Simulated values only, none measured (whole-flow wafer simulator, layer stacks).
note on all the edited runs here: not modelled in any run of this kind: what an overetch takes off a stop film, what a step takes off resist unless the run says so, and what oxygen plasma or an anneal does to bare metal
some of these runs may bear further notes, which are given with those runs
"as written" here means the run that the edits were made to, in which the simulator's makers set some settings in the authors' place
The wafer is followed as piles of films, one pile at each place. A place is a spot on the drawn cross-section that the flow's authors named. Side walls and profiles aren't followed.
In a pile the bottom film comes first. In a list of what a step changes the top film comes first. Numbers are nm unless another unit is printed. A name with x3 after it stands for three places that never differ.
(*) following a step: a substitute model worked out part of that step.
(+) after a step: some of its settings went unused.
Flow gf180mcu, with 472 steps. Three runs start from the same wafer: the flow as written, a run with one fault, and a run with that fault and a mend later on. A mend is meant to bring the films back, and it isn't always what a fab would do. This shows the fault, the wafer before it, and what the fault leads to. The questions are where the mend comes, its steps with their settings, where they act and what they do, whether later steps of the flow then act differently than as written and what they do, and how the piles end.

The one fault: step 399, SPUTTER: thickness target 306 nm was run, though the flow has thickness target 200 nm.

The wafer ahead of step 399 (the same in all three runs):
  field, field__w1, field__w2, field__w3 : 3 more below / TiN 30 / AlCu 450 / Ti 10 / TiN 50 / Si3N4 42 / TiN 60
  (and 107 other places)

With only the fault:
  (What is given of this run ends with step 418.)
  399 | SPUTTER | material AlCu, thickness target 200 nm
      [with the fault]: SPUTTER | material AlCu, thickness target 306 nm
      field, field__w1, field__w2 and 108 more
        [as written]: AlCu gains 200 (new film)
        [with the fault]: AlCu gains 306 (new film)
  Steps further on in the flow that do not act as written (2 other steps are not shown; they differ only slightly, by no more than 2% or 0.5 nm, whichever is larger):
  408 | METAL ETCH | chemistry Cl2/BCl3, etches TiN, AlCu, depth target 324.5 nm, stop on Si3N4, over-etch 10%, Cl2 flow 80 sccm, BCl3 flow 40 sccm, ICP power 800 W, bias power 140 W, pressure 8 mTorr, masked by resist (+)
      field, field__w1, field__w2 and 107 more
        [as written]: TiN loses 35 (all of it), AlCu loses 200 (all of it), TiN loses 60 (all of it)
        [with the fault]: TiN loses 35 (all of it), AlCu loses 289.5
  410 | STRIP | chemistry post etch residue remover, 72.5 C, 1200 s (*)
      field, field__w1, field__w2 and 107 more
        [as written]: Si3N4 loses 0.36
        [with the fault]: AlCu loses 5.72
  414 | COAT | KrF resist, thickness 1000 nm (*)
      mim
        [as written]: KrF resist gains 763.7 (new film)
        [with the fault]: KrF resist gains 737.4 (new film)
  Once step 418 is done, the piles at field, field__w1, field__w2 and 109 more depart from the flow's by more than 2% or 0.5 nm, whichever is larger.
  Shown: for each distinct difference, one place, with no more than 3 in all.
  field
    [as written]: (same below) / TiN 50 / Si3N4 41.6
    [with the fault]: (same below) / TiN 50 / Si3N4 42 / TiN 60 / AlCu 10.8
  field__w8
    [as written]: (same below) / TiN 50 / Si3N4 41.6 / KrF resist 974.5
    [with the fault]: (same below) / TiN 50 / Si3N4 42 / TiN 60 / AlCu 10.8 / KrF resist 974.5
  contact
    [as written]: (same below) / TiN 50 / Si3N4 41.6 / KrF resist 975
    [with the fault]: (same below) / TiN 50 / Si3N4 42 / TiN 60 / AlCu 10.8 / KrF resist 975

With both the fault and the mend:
  The mend stands after step 399.
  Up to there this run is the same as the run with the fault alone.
  399a | METAL ETCH | chemistry Cl2/BCl3, etches TiN, AlCu, Ti, depth target 106 nm, Cl2 flow 80 sccm, BCl3 flow 40 sccm, ICP power 800 W, bias power 140 W, pressure 8 mTorr (a further turn of the flow's step 260, with different settings)
      field, field__w1, field__w2 and 108 more
        AlCu loses 106
  None of the later steps of the flow acts differently than as written at any place that is followed.
  At every place that both follow, the piles at the end match the flow's.
